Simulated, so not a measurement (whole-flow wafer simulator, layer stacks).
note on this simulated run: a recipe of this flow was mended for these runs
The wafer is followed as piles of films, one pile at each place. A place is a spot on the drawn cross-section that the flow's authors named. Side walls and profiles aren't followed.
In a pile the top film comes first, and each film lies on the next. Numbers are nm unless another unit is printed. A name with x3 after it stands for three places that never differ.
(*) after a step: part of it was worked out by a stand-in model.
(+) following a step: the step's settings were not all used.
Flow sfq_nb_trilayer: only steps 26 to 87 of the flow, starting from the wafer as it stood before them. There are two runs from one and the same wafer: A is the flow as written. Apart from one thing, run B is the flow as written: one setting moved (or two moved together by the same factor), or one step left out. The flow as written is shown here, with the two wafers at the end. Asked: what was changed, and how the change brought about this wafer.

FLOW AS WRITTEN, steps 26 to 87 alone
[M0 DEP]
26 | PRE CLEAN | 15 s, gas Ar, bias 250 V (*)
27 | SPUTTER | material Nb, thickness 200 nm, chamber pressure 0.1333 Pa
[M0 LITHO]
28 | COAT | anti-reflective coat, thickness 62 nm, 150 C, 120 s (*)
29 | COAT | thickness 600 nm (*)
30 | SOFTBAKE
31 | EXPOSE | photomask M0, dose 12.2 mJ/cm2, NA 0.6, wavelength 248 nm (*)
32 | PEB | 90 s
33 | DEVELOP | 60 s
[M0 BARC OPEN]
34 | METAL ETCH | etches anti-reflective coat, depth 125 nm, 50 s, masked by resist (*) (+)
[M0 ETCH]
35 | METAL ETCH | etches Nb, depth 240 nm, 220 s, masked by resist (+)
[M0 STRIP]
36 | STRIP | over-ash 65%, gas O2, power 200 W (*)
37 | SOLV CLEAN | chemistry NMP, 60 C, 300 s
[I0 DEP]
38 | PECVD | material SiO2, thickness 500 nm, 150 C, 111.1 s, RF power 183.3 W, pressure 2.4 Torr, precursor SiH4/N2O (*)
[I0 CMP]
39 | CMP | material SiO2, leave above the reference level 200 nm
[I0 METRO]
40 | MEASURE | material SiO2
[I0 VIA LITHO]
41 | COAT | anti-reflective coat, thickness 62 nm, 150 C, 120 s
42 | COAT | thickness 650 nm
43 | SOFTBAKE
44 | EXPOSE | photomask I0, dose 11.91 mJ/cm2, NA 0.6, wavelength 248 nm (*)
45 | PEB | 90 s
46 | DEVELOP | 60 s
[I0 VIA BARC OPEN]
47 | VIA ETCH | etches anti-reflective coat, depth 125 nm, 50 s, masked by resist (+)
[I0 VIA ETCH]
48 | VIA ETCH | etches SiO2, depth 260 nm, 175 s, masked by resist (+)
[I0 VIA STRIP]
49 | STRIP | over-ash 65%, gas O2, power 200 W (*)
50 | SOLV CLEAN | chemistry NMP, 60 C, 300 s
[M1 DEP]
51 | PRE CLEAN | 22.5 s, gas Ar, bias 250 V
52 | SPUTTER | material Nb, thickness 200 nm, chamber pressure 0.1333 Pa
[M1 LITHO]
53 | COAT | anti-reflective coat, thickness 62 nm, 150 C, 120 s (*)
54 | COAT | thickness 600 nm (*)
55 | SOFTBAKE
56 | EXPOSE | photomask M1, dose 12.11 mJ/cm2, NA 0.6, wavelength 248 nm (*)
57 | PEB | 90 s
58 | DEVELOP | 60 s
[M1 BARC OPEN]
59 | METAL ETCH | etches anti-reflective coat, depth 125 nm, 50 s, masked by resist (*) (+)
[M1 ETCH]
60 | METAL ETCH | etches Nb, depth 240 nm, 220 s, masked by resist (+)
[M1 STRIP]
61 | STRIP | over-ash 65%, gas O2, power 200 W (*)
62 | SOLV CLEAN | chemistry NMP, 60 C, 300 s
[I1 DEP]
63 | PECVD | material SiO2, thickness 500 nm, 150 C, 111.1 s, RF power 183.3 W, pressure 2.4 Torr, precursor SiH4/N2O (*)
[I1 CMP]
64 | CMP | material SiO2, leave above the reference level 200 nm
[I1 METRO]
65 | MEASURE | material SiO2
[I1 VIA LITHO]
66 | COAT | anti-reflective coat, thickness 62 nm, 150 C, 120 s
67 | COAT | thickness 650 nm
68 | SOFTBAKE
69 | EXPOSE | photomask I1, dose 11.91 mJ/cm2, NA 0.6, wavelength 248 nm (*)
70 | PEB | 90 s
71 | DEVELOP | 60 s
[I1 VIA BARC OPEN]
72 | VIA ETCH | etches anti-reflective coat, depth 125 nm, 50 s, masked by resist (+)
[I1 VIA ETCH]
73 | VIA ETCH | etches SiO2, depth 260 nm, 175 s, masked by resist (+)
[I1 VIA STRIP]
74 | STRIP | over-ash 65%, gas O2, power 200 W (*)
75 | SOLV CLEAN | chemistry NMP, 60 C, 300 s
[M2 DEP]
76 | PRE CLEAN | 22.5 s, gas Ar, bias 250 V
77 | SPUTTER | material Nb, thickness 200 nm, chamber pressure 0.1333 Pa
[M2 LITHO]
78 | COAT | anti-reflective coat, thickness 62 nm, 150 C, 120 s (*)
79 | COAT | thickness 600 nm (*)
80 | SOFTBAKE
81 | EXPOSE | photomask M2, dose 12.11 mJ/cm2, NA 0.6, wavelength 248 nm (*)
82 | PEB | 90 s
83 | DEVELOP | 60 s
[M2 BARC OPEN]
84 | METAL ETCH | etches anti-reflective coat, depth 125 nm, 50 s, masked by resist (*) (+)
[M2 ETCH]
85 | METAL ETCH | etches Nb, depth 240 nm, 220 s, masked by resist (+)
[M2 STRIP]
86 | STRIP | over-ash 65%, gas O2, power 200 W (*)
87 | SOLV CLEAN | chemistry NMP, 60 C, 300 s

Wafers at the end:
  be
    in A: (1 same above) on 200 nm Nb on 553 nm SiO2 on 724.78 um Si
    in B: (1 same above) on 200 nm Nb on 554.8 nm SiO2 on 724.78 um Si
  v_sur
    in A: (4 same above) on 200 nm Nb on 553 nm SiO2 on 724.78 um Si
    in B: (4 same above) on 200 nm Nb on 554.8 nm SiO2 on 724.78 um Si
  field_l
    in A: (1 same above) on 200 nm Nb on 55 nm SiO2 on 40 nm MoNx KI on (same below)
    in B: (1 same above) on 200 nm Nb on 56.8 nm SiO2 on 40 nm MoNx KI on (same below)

Cause: step 26, PRE CLEAN: bias 137.5 V was run, while the flow as written has bias 250 V.

The path from the change to this, step by step:
  26 | PRE CLEAN | 15 s, gas Ar, bias 250 V (*)
      field_l, v_sur, via_wl and 102 more: A -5 SiO2 | B -3.15 SiO2
      l0v: A -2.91 MoNx KI | B -1.54 MoNx KI
